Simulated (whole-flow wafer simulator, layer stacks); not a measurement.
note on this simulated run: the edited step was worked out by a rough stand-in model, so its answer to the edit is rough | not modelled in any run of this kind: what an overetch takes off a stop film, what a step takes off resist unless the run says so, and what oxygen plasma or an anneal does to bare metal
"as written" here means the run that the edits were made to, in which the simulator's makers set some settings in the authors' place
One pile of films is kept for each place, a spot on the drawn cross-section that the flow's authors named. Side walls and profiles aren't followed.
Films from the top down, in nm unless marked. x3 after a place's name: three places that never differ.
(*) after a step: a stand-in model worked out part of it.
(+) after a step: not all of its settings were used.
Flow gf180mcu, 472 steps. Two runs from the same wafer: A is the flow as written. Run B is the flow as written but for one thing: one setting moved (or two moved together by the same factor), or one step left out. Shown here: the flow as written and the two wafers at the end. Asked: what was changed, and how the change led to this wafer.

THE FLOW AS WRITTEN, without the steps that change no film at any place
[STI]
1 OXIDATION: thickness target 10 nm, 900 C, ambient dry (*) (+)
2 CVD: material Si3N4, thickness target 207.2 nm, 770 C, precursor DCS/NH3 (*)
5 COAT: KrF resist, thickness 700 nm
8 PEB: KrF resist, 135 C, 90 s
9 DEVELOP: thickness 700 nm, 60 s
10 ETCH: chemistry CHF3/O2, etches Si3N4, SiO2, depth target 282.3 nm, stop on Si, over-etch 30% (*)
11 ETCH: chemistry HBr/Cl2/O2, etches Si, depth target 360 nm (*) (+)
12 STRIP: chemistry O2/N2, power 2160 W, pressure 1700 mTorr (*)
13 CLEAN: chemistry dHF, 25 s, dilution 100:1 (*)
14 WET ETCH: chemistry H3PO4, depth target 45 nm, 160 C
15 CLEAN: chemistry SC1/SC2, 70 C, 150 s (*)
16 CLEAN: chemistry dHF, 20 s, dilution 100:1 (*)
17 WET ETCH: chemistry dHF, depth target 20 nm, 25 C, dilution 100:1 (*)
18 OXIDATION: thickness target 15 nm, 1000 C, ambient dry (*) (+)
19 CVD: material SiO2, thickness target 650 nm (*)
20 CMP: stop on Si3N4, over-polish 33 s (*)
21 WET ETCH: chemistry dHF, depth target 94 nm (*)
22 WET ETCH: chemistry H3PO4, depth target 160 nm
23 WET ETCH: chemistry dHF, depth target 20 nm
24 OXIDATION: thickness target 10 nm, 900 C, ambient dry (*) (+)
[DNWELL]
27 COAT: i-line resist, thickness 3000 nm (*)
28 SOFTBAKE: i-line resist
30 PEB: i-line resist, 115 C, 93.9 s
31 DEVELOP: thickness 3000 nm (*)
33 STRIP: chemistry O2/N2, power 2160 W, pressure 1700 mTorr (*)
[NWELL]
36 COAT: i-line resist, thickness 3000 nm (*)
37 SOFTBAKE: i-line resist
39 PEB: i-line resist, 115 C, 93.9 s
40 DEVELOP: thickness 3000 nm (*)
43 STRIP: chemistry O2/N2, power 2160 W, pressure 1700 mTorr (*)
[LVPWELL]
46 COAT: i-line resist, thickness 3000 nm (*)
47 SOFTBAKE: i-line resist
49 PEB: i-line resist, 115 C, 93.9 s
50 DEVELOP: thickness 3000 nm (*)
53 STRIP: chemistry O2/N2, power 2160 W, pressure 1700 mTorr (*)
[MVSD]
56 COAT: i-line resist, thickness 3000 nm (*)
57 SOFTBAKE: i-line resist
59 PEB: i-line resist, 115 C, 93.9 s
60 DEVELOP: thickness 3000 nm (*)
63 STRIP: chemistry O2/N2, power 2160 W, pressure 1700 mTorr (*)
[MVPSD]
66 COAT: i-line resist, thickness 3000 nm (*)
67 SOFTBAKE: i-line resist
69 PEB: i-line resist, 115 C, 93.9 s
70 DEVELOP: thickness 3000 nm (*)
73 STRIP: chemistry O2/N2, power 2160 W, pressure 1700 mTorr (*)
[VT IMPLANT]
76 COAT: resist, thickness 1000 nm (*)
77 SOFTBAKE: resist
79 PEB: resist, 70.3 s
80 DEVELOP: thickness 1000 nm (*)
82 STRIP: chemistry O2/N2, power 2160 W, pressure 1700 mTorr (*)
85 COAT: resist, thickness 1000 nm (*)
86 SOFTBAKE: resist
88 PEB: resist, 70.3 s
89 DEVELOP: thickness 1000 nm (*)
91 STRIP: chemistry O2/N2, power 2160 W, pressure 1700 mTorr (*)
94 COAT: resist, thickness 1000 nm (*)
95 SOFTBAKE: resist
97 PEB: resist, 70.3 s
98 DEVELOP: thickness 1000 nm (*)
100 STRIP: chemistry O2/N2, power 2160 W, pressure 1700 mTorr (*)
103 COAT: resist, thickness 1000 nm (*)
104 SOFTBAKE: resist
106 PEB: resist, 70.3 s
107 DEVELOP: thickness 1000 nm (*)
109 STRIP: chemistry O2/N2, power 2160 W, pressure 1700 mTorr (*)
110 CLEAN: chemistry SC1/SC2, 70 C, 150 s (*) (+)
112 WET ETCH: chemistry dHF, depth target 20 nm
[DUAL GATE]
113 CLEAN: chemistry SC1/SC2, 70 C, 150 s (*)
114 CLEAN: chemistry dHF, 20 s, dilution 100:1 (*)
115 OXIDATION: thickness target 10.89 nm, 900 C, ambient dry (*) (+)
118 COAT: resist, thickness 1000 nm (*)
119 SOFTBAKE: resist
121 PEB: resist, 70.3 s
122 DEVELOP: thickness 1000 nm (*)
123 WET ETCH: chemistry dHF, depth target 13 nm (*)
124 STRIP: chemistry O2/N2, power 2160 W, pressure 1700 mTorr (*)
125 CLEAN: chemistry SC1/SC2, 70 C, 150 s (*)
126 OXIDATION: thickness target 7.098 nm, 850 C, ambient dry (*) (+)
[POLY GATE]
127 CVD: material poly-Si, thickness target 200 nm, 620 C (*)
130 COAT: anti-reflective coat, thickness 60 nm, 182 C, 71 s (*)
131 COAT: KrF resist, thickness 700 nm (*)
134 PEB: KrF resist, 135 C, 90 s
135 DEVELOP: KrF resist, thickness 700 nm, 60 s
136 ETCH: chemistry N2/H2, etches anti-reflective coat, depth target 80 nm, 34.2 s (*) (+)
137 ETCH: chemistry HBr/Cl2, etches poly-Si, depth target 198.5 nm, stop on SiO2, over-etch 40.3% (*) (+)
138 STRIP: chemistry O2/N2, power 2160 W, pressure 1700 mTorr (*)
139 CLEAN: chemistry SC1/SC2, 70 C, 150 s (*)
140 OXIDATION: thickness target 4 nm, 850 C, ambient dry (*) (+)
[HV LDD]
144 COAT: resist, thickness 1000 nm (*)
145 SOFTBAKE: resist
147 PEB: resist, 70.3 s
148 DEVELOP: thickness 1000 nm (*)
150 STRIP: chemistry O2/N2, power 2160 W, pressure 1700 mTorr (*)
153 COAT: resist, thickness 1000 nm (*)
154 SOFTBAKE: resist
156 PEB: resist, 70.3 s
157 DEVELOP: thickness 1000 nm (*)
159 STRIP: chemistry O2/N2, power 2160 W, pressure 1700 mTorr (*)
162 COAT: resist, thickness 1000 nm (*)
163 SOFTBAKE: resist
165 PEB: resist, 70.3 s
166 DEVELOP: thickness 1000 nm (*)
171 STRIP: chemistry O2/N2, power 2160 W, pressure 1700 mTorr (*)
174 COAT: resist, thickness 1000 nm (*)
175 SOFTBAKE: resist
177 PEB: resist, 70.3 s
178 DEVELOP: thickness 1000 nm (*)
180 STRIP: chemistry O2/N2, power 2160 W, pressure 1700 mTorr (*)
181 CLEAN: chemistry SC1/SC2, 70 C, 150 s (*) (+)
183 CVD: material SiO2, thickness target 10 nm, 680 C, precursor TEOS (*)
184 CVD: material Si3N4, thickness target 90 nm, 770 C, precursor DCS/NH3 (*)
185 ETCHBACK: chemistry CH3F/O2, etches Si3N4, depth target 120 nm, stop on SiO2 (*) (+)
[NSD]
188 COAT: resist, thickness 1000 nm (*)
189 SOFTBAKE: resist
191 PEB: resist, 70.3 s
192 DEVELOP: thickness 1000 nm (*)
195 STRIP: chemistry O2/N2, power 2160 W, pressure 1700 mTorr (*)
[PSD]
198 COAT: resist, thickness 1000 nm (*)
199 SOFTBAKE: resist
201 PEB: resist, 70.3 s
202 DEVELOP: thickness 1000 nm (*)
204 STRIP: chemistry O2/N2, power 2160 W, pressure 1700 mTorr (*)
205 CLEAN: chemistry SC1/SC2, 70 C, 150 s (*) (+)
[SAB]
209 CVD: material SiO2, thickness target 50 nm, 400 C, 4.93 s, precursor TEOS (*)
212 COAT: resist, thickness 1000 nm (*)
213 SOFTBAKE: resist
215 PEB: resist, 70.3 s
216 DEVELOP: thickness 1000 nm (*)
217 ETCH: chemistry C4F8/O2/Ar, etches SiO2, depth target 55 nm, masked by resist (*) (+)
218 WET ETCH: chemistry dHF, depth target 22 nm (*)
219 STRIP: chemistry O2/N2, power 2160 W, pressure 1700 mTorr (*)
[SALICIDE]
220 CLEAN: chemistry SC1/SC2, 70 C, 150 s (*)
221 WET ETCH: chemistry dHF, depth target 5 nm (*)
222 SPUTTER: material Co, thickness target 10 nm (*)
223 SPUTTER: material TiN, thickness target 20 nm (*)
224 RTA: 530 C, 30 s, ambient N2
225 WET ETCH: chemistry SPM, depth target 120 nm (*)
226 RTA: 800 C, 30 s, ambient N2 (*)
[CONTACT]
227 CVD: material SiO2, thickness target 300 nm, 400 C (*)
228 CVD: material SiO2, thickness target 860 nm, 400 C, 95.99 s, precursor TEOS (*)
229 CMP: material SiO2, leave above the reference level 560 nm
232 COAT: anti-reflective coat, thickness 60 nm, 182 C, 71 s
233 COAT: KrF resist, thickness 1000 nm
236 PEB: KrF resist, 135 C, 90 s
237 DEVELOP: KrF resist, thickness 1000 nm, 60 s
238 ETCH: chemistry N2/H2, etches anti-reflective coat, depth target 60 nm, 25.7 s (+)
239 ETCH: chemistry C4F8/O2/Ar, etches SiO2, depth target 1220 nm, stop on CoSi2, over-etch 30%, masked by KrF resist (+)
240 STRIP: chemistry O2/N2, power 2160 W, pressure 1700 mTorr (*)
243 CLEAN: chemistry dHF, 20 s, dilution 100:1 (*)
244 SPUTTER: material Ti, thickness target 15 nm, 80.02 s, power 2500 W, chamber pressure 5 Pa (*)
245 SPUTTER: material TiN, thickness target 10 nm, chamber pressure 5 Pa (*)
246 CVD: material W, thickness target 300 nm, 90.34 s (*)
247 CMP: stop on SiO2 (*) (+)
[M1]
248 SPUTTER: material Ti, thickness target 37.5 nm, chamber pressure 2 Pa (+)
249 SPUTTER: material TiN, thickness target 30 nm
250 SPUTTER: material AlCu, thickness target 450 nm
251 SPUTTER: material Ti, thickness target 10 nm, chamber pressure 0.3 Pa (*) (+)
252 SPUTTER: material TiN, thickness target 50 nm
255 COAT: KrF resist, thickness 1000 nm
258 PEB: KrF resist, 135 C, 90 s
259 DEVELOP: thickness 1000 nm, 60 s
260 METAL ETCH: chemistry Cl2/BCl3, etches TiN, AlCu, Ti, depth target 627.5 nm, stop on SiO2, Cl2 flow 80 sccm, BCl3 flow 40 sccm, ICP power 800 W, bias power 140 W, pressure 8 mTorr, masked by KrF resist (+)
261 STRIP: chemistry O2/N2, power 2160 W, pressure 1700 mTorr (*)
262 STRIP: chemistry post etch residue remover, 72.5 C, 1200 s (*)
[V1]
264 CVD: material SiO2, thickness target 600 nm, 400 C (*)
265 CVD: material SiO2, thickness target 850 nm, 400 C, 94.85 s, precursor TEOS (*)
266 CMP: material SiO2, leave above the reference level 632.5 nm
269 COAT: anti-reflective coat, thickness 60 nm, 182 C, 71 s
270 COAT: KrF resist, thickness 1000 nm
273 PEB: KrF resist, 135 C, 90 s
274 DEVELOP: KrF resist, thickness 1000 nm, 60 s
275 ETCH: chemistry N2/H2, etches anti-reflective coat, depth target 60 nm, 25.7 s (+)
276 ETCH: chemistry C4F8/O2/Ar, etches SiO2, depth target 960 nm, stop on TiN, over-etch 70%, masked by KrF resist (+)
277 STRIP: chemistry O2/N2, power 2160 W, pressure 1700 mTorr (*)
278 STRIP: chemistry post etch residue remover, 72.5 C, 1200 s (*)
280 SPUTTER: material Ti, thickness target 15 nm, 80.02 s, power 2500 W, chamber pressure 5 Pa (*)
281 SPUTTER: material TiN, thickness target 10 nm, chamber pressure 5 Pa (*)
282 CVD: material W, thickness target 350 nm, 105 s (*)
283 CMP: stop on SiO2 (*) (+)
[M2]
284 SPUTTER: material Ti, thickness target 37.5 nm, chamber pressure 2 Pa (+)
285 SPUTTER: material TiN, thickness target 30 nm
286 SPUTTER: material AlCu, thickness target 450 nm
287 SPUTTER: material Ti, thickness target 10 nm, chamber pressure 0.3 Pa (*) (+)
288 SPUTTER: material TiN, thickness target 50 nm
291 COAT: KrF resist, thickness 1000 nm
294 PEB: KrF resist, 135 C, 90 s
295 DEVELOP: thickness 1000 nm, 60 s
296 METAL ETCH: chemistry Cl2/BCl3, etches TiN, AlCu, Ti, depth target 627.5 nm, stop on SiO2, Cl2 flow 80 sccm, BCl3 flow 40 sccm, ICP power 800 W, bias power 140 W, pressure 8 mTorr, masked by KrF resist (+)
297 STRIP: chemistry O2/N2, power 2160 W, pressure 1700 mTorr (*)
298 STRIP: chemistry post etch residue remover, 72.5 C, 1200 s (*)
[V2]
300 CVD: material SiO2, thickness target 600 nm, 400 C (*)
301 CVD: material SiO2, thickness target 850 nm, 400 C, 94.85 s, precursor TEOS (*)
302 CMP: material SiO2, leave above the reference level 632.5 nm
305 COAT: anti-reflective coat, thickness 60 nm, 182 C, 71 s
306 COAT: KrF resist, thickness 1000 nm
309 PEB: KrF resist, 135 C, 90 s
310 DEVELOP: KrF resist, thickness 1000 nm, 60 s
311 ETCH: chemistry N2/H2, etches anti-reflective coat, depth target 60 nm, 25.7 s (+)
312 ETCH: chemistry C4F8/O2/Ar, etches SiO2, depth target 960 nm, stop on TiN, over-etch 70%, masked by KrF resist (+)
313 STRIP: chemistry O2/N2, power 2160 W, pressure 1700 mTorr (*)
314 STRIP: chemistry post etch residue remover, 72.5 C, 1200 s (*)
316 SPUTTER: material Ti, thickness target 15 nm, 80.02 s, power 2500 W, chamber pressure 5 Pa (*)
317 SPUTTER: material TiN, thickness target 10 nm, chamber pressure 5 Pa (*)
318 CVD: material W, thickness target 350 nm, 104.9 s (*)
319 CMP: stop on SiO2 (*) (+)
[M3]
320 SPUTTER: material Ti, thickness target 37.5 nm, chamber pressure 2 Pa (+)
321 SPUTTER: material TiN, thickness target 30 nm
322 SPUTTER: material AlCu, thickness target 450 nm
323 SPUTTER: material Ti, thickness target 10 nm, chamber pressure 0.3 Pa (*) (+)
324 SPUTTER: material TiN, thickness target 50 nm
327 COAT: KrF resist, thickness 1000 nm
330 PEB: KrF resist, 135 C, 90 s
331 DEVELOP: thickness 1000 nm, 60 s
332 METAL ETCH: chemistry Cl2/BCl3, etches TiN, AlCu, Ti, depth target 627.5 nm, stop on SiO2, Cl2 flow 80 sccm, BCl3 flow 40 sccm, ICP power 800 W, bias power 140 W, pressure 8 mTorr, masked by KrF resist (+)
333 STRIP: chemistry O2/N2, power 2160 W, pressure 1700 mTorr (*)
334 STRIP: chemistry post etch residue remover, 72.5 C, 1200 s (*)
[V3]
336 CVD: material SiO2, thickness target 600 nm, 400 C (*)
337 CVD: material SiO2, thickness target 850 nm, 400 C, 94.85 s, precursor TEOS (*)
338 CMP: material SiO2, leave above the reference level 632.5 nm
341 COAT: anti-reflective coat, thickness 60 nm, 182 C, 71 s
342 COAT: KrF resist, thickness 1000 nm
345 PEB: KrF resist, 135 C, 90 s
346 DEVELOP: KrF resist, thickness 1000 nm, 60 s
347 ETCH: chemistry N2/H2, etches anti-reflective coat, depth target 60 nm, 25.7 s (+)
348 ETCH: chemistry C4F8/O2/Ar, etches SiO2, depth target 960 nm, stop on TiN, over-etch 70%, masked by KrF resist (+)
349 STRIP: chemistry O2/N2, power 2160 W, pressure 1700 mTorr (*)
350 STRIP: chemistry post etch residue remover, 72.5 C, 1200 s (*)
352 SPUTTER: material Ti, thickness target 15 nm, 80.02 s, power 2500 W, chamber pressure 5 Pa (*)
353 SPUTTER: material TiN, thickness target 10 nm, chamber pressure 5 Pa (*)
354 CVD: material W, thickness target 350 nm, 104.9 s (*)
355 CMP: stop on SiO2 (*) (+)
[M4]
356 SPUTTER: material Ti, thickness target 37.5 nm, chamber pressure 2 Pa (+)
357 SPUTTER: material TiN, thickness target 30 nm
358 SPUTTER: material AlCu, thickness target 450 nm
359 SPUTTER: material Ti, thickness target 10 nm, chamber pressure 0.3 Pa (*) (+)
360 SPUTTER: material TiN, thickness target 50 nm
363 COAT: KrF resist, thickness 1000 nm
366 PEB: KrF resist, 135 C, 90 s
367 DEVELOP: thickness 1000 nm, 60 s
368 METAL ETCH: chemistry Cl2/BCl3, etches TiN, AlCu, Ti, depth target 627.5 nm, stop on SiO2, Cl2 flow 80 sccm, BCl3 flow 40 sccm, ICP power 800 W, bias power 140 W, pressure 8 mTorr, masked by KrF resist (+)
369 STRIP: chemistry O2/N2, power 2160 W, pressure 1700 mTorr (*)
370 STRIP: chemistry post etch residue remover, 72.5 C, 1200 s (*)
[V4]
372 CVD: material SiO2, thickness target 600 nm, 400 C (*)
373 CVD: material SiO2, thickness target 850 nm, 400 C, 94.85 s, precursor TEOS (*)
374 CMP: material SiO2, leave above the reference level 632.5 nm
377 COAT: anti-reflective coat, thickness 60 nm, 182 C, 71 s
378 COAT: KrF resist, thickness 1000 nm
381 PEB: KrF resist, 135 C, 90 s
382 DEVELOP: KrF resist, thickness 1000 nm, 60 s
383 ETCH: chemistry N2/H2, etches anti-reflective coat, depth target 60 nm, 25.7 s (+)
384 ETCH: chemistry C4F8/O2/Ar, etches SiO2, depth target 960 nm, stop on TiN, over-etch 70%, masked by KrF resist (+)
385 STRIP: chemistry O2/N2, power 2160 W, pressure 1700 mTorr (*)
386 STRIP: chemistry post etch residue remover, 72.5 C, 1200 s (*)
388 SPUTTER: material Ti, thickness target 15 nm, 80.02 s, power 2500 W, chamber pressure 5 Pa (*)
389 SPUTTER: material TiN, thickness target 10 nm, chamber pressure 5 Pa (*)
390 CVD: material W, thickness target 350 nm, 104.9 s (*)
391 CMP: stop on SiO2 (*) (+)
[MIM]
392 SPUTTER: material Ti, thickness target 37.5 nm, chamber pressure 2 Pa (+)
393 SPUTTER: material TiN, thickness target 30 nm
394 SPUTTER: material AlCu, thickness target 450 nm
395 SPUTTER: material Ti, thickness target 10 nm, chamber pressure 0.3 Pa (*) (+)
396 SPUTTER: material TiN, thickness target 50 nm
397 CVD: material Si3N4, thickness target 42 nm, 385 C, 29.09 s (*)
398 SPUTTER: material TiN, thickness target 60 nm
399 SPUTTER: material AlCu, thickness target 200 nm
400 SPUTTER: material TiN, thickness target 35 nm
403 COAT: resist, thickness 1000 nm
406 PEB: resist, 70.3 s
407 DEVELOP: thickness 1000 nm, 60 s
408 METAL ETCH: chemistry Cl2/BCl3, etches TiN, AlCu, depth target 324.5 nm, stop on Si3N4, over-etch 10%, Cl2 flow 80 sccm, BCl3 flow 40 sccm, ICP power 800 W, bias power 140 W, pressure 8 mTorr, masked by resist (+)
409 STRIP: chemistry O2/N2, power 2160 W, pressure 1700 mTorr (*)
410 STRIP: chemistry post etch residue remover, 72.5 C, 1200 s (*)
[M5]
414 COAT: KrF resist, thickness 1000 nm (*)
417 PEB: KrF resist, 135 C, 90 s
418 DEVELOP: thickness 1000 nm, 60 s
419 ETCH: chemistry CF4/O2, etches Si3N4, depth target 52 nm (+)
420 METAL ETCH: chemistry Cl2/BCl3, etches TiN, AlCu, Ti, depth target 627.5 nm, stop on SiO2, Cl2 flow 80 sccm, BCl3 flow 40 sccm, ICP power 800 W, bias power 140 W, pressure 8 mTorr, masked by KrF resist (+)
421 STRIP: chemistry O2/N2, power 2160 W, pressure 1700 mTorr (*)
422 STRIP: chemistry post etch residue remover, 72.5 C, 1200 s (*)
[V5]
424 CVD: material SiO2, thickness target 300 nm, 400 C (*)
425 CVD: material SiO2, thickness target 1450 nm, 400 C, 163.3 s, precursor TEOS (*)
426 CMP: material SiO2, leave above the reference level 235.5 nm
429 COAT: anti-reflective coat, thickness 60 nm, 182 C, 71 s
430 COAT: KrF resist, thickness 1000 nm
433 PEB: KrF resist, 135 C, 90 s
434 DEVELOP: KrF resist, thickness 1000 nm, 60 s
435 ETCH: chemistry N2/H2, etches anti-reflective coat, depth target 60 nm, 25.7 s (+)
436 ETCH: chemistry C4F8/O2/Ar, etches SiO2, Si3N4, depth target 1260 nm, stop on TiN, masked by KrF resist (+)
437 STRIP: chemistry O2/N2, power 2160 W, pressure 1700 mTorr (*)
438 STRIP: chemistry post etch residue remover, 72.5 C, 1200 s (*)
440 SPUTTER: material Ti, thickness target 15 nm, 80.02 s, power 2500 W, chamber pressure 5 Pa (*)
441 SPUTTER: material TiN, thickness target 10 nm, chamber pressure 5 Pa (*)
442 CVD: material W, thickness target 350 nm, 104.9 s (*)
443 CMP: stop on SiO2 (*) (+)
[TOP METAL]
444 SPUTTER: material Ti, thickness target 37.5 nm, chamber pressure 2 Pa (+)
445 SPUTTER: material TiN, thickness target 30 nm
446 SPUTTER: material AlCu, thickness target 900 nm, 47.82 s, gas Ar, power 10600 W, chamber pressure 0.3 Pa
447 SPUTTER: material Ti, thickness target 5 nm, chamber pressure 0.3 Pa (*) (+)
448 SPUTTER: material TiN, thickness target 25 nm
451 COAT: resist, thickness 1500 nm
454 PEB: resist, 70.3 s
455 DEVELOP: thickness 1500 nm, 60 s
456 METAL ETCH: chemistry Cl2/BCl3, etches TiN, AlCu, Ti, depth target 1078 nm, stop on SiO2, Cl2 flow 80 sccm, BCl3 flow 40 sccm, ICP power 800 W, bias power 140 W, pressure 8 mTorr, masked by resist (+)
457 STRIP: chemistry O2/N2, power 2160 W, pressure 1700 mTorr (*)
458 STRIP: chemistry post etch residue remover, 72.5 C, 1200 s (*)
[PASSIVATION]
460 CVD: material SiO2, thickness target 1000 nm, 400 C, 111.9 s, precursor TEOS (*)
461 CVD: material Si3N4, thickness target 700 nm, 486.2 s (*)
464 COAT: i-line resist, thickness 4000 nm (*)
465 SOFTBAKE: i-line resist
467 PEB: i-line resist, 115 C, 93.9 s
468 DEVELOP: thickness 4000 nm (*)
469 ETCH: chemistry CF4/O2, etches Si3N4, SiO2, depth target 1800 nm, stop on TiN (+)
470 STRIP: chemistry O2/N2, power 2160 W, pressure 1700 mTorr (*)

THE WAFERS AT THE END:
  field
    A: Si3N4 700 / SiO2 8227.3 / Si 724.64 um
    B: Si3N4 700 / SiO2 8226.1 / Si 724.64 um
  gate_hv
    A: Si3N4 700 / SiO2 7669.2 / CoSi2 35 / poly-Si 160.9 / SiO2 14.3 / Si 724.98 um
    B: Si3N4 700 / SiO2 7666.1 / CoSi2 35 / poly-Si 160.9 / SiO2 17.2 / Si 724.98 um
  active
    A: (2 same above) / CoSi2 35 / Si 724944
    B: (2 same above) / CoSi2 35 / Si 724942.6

The cause: step 126, OXIDATION: thickness target 10.47 nm was run, where the flow has thickness target 7.098 nm.

How the change led to this, step by step:
  126 OXIDATION: thickness target 7.098 nm, 850 C, ambient dry (*) (+)
      gate_hv, active_hv, active_nat and 25 more: A SiO2 +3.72, Si -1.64 | B SiO2 +6.61, Si -2.91
      active, n_well, p_well and 12 more: A SiO2 +7.1 (new film), chemical SiO2 -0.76 (all of it), Si -2.79 | B SiO2 +10.5 (new film), chemical SiO2 -0.76 (all of it), Si -4.27
      (and at 22 more places)
  189 SOFTBAKE: resist
      active_hv: A resist +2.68 | B resist -0.53
      nw_enc_fld_lv__w3: A resist +2.11 | B resist -1.6
      (and at 1 more place)
  199 SOFTBAKE: resist
      active_hv: A resist +2.68 | B resist -0.53
      nw_enc_fld_lv__w3: A resist +2.11 | B resist -1.6
      (and at 1 more place)
  218 WET ETCH: chemistry dHF, depth target 22 nm (*)
      active, p_well, sd_n, iso_ptap_pw, iso_ntap_nw, iso_ptap_sub, vpnp_e: A SiO2 -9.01 (all of it) | B SiO2 -12.2 (all of it)
      ldn_tap, ldn_src, ldn_drn, ldp_tap, ldp_src, ldp_drn, ldp_gr: A SiO2 -16 (all of it) | B SiO2 -18.7 (all of it)
      (and at 9 more places)
